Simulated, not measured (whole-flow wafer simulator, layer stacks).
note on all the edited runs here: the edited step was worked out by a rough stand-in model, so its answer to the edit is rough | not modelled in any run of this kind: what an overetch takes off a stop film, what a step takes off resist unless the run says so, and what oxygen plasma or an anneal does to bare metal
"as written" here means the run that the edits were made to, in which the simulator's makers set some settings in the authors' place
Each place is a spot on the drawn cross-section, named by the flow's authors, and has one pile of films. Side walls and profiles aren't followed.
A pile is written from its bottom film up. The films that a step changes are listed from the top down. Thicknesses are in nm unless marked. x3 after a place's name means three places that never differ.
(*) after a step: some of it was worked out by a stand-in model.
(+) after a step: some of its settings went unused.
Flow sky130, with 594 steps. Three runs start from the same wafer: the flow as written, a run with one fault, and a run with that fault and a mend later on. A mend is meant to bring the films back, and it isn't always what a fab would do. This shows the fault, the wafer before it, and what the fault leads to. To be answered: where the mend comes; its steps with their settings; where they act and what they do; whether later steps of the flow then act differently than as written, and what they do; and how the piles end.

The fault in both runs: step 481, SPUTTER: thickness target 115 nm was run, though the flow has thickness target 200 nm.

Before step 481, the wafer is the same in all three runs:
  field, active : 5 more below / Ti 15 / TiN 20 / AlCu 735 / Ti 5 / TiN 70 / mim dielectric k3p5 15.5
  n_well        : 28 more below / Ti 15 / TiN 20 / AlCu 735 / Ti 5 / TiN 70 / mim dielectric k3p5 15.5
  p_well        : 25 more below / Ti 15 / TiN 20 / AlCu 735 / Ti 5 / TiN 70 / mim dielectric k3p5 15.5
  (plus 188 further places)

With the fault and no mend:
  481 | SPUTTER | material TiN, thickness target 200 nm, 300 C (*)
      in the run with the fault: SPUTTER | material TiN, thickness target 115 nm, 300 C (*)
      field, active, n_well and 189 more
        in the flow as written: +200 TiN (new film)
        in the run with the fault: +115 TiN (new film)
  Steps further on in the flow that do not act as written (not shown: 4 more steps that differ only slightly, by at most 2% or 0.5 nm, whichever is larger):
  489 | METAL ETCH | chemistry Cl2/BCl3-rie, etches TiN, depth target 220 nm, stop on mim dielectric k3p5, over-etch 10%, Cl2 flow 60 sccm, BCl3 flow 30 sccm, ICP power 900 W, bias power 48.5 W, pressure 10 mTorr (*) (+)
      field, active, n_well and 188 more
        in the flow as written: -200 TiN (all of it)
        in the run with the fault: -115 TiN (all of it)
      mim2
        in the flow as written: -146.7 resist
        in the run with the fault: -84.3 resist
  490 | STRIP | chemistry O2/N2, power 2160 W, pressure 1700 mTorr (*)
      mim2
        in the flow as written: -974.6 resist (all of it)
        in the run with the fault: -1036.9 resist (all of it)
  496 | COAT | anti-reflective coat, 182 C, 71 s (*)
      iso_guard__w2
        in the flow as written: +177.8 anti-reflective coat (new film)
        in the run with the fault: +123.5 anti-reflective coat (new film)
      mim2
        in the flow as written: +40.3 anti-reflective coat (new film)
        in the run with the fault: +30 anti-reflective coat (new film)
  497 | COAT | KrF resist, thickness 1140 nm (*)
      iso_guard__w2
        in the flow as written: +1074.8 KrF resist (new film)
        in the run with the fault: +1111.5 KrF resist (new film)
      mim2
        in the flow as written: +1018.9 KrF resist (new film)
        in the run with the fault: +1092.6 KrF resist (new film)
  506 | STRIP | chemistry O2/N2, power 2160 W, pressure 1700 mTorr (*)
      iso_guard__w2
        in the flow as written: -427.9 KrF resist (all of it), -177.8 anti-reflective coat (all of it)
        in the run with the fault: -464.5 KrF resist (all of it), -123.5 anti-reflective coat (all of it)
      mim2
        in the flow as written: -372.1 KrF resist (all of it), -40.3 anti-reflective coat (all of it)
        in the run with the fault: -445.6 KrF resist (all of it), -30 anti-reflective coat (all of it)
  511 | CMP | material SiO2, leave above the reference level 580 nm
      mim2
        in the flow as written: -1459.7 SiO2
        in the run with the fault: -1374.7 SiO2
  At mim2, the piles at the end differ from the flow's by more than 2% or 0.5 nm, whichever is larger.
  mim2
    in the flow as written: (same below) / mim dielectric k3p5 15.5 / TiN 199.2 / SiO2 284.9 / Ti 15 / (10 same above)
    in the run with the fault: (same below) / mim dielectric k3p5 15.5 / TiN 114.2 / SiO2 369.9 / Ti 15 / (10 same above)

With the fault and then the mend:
  The mend follows step 488.
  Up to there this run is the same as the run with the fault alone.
  488a | STRIP | chemistry O2/N2, power 2160 W, pressure 1700 mTorr (*)
      mim2
        -1121.3 resist (all of it)
  488b | SPUTTER | material TiN, thickness target 85 nm, 300 C (*) (a further turn of the flow's step 481, with different settings)
      field, active, n_well and 189 more
        +85 TiN
  488c | HMDS | 120 C, 60 s (a further turn of the flow's step 483)
      alters no film at any place that is followed
  488d | COAT | resist, thickness 1140 nm (a further turn of the flow's step 484)
      field, active, n_well and 187 more
        +1140 resist (new film)
      m1, via3_hole
        +1140.6 resist (new film)
  488e | SOFTBAKE | resist (a further turn of the flow's step 485)
      alters no film at any place that is followed
  488f | EXPOSE | photomask CAP2M, dose 177.7 mJ/cm2, NA 0.6, wavelength 365 nm (*) (a further turn of the flow's step 486)
      alters no film at any place that is followed
  488g | PEB | resist, 70.3 s (a further turn of the flow's step 487)
      field, active, n_well and 189 more
        -18.7 resist
  488h | DEVELOP | resist, thickness 1140 nm, developer TMAH-0.26N, 60 s (a further turn of the flow's step 488)
      field, active, n_well and 186 more
        -1121.3 resist (all of it)
      m1, via3_hole
        -1121.9 resist (all of it)
  Every later step of the flow that is run acts as written at every place that is followed.
  At every place that both follow, the piles at the end match the flow's.
